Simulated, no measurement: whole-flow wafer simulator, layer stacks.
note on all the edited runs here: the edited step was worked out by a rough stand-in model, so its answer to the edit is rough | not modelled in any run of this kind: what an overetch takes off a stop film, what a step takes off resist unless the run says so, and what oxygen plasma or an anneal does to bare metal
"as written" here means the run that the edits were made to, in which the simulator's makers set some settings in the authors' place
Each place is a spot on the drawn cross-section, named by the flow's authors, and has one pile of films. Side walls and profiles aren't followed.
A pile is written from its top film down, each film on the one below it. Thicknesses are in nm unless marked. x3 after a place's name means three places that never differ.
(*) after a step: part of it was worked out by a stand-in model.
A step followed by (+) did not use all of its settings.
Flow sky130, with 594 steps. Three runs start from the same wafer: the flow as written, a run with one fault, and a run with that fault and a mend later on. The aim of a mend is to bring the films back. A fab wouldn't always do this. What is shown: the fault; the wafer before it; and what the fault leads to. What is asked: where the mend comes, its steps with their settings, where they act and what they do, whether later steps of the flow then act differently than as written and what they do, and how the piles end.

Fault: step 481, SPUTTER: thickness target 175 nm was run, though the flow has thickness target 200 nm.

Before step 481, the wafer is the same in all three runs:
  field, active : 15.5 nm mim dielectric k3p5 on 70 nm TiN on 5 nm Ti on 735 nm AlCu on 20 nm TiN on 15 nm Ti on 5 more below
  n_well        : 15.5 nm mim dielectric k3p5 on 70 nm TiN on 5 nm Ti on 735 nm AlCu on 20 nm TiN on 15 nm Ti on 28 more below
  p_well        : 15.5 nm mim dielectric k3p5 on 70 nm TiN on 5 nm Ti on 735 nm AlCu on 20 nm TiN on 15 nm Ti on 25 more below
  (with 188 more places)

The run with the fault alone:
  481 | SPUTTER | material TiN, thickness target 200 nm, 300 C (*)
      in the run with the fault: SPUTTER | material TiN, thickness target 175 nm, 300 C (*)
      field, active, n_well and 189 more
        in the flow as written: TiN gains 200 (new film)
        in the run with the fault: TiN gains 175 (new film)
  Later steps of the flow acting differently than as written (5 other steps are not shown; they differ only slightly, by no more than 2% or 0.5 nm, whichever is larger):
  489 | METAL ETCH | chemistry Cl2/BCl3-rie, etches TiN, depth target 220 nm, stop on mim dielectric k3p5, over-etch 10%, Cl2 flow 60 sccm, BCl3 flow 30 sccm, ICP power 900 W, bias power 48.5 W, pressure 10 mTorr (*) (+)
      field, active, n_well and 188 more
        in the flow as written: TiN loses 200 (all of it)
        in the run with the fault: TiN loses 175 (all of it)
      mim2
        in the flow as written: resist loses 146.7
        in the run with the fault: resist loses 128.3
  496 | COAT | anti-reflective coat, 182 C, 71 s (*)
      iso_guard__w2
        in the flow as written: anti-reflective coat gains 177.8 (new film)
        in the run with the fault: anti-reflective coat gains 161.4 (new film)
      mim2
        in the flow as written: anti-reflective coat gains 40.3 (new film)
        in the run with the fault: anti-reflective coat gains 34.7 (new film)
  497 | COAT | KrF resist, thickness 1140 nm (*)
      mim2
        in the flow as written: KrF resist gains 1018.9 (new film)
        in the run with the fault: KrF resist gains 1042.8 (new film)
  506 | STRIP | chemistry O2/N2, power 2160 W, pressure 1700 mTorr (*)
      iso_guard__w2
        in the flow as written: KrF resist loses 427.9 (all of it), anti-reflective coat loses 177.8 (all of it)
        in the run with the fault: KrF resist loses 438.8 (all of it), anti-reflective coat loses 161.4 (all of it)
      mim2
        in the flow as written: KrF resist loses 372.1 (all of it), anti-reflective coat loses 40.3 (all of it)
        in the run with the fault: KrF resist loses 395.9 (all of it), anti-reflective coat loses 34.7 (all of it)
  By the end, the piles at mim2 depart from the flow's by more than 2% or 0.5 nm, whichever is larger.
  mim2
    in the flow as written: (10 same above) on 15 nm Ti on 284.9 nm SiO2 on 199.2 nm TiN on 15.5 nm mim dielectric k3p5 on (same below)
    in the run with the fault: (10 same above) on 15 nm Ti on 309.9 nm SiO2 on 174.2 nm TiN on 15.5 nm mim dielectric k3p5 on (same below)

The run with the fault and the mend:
  The mend follows step 488.
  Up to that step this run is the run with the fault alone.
  488a | STRIP | chemistry O2/N2, power 2160 W, pressure 1700 mTorr (*)
      mim2
        resist loses 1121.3 (all of it)
  488b | SPUTTER | material TiN, thickness target 25 nm, 300 C (*) (a further turn of the flow's step 481, with different settings)
      field, active, n_well and 189 more
        TiN gains 25
  488c | HMDS | 120 C, 60 s (a further turn of the flow's step 483)
      alters no film at any place that is followed
  488d | COAT | resist, thickness 1140 nm (a further turn of the flow's step 484)
      field, active, n_well and 187 more
        resist gains 1140 (new film)
      m1, via3_hole
        resist gains 1140.6 (new film)
  488e | SOFTBAKE | resist (a further turn of the flow's step 485)
      alters no film at any place that is followed
  488f | EXPOSE | photomask CAP2M, dose 177.7 mJ/cm2, NA 0.6, wavelength 365 nm (*) (a further turn of the flow's step 486)
      alters no film at any place that is followed
  488g | PEB | resist, 70.3 s (a further turn of the flow's step 487)
      field, active, n_well and 189 more
        resist loses 18.7
  488h | DEVELOP | resist, thickness 1140 nm, developer TMAH-0.26N, 60 s (a further turn of the flow's step 488)
      field, active, n_well and 186 more
        resist loses 1121.3 (all of it)
      m1, via3_hole
        resist loses 1121.9 (all of it)
  Every later step of the flow that is run acts as written at every place that is followed.
  By the end, the piles equal the flow's at every place that both follow.
